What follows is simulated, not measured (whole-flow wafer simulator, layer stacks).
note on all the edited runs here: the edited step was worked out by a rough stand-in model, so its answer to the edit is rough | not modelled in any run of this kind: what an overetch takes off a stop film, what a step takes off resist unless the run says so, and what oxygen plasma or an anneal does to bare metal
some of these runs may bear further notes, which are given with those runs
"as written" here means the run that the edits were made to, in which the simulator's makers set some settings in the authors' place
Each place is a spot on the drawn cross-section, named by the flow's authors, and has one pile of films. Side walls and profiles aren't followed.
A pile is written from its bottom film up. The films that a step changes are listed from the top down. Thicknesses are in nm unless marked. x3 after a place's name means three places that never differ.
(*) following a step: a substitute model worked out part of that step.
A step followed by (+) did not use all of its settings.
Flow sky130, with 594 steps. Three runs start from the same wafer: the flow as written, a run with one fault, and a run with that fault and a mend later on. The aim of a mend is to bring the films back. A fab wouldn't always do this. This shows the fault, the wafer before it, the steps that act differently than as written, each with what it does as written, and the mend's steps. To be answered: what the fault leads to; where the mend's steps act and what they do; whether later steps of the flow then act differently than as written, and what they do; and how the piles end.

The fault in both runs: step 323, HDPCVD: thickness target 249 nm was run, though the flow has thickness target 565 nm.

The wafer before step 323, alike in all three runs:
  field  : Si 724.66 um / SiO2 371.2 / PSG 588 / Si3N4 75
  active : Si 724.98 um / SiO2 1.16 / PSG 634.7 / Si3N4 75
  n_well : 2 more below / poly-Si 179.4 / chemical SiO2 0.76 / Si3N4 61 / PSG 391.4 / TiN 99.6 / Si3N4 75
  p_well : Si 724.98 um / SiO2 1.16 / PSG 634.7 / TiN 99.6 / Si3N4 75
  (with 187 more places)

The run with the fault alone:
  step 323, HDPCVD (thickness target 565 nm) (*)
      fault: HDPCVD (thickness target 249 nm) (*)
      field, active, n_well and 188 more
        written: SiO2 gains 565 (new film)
        fault: SiO2 gains 249 (new film)
  Steps further on in the flow that do not act as written (27 more steps, not shown, differ only slightly: by at most 2% or 0.5 nm, whichever is larger):
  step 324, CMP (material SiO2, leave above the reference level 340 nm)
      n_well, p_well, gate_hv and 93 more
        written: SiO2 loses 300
        fault: nothing
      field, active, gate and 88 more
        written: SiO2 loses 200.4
        fault: nothing
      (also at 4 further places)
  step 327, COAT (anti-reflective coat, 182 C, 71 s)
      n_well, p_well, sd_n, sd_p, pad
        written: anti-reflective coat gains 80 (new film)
        fault: anti-reflective coat gains 3 (new film)
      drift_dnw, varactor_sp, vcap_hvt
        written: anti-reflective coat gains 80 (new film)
        fault: anti-reflective coat gains 65.7 (new film)
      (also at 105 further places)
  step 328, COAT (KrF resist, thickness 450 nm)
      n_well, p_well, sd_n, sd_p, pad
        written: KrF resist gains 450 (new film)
        fault: KrF resist gains 434.1 (new film)
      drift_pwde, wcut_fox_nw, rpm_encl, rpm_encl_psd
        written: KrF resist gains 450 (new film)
        fault: KrF resist gains 438.9 (new film)
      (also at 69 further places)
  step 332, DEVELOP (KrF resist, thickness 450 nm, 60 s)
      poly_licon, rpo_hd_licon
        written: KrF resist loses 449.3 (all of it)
        fault: KrF resist loses 435.9 (all of it)
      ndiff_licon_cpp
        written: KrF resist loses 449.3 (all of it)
        fault: KrF resist loses 436.7 (all of it)
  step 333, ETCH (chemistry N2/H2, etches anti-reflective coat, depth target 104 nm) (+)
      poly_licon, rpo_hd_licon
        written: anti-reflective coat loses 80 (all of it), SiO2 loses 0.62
        fault: anti-reflective coat loses 3.73 (all of it), SiO2 loses 2.57
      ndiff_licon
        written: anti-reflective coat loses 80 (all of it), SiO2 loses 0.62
        fault: anti-reflective coat loses 45.1 (all of it), SiO2 loses 1.51
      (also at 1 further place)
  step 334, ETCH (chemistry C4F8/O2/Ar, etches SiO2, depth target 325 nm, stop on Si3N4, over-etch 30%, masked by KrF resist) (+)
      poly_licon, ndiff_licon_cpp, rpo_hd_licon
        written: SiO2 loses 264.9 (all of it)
        fault: SiO2 loses 246.4 (all of it)
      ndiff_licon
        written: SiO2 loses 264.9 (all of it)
        fault: SiO2 loses 247.5 (all of it)
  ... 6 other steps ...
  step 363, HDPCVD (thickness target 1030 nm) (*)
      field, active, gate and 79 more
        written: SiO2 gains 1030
        fault: SiO2 gains 1030 (new film)
  By the end, the piles at field, active, n_well and 188 more depart from the flow's by more than 2% or 0.5 nm, whichever is larger.
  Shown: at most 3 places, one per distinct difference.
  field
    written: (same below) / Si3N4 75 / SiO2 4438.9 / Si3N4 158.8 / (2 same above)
    fault: (same below) / Si3N4 75 / SiO2 249 / TiN 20 / W 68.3 / SiO2 4085.6 / Si3N4 158.8 / (2 same above)
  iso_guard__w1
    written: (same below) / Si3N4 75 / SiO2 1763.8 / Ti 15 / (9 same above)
    fault: (same below) / Si3N4 75 / SiO2 249 / TiN 20 / W 68.3 / SiO2 1410.5 / Ti 15 / (9 same above)
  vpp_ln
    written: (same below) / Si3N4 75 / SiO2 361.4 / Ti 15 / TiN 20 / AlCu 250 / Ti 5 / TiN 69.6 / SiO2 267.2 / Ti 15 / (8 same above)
    fault: (same below) / Si3N4 75 / SiO2 249 / TiN 20 / W 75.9 / Ti 15 / TiN 20 / AlCu 250 / Ti 5 / TiN 69.6 / SiO2 267.8 / Ti 15 / (8 same above)

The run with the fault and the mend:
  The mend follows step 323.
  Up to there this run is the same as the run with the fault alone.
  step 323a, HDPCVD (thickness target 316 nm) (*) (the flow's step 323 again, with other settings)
      field, active, n_well and 188 more
        SiO2 gains 316
  Later steps of the flow that are run all act as written at every place that is followed.
  The piles end the same as the flow's at every place that both follow.
